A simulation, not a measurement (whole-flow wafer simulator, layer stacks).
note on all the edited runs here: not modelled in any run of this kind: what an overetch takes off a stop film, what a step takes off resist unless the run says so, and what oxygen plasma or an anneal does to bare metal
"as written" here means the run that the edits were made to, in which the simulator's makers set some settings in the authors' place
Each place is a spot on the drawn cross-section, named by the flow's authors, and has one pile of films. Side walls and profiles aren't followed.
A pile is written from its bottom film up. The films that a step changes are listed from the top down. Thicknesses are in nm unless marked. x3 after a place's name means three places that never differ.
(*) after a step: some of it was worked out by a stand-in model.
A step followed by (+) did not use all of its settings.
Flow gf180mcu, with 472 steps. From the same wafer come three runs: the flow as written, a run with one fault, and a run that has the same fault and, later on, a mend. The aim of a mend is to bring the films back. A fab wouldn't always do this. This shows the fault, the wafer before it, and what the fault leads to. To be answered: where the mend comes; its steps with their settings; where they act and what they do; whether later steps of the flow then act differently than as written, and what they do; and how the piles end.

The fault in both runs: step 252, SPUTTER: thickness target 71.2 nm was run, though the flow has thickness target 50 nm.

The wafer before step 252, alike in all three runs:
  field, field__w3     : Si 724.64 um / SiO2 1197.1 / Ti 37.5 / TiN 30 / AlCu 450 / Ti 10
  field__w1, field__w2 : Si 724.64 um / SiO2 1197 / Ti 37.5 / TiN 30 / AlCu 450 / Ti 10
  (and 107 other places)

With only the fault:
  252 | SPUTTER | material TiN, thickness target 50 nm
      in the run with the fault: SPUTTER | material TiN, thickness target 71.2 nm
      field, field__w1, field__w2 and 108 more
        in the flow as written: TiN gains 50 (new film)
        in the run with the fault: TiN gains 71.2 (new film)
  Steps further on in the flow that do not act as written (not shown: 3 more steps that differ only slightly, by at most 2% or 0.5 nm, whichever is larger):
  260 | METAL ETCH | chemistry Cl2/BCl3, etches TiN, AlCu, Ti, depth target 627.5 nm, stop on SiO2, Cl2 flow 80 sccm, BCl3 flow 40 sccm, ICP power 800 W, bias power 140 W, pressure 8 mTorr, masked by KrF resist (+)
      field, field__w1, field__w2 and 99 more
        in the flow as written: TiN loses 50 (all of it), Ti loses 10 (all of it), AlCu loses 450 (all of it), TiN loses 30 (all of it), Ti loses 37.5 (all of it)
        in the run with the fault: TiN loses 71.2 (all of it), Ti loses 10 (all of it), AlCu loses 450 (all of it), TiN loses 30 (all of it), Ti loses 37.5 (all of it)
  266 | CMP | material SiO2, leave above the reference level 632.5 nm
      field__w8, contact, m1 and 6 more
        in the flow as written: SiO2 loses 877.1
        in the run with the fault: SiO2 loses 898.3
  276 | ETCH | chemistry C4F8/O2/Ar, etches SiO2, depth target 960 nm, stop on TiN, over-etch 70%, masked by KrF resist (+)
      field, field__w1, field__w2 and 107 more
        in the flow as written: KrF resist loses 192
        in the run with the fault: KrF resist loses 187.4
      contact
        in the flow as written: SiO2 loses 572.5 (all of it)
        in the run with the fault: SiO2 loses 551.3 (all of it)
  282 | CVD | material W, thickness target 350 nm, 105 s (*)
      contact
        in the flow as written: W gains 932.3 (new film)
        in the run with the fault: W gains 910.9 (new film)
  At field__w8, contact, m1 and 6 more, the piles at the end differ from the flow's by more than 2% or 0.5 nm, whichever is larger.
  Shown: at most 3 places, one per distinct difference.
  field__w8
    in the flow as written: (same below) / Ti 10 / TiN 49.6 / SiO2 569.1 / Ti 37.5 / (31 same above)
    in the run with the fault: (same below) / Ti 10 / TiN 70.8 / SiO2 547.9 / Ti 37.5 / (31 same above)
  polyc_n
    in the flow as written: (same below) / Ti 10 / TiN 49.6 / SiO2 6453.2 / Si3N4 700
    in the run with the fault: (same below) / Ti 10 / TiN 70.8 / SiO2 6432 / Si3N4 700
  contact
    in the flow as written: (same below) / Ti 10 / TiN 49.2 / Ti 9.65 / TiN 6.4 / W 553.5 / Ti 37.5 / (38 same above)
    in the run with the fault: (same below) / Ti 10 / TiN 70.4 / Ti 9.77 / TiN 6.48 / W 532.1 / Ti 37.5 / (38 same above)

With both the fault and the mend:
  The mend follows step 252.
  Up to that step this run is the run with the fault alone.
  252a | METAL ETCH | chemistry Cl2/BCl3, etches TiN, AlCu, Ti, depth target 21.2 nm, Cl2 flow 80 sccm, BCl3 flow 40 sccm, ICP power 800 W, bias power 140 W, pressure 8 mTorr
      field, field__w1, field__w2 and 108 more
        TiN loses 21.2
  None of the later steps of the flow acts differently than as written at any place that is followed.
  By the end, the piles equal the flow's at every place that both follow.
